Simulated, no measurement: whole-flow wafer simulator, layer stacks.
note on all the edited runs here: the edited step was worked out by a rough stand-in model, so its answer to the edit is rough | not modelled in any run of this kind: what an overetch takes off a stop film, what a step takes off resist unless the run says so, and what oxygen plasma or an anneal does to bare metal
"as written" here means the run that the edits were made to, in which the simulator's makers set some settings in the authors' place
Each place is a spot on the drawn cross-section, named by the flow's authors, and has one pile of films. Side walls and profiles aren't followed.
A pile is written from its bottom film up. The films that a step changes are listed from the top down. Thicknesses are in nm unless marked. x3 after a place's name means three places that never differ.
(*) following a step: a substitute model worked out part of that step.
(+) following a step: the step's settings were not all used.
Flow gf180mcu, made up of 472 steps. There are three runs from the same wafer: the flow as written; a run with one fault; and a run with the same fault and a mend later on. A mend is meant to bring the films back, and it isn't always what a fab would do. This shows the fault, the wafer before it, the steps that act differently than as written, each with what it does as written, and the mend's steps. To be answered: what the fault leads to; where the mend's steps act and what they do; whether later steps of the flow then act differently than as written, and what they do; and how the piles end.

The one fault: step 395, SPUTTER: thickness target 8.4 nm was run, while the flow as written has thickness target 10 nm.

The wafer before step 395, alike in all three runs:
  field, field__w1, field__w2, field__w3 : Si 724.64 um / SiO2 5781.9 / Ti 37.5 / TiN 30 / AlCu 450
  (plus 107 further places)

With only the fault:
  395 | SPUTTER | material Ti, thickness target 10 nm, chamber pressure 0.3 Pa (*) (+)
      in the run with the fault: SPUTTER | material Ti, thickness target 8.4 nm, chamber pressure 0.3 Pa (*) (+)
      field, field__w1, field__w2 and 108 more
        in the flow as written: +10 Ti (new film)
        in the run with the fault: +8.4 Ti (new film)
  Later steps of the flow acting differently than as written (not shown: 2 more steps that differ only slightly, by at most 2% or 0.5 nm, whichever is larger):
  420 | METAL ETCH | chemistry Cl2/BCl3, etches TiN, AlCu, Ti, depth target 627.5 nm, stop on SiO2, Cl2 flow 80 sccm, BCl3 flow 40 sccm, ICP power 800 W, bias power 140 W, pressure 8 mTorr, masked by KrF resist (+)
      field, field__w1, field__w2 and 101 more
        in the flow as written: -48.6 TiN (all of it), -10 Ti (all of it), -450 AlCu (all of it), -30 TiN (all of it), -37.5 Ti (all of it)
        in the run with the fault: -48.6 TiN (all of it), -8.4 Ti (all of it), -450 AlCu (all of it), -30 TiN (all of it), -37.5 Ti (all of it)
  By the end, the piles at field__w4, field__w8, contact, m1, m1__w1, mim, mim_1p0, m1_nw depart from the flow's by more than 2% or 0.5 nm, whichever is larger.
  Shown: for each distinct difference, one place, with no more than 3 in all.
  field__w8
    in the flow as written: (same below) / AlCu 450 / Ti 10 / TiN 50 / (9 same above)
    in the run with the fault: (same below) / AlCu 450 / Ti 8.4 / TiN 50 / (9 same above)
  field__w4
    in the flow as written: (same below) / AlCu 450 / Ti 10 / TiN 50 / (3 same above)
    in the run with the fault: (same below) / AlCu 450 / Ti 8.4 / TiN 50 / (3 same above)
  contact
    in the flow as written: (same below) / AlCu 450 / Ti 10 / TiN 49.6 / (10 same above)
    in the run with the fault: (same below) / AlCu 450 / Ti 8.4 / TiN 49.6 / (10 same above)

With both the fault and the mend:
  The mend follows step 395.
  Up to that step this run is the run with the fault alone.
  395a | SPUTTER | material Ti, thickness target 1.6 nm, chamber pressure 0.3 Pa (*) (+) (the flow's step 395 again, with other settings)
      field, field__w1, field__w2 and 108 more
        +1.6 Ti
  Every later step of the flow that is run acts as written at every place that is followed.
  The piles end the same as the flow's at every place that both follow.
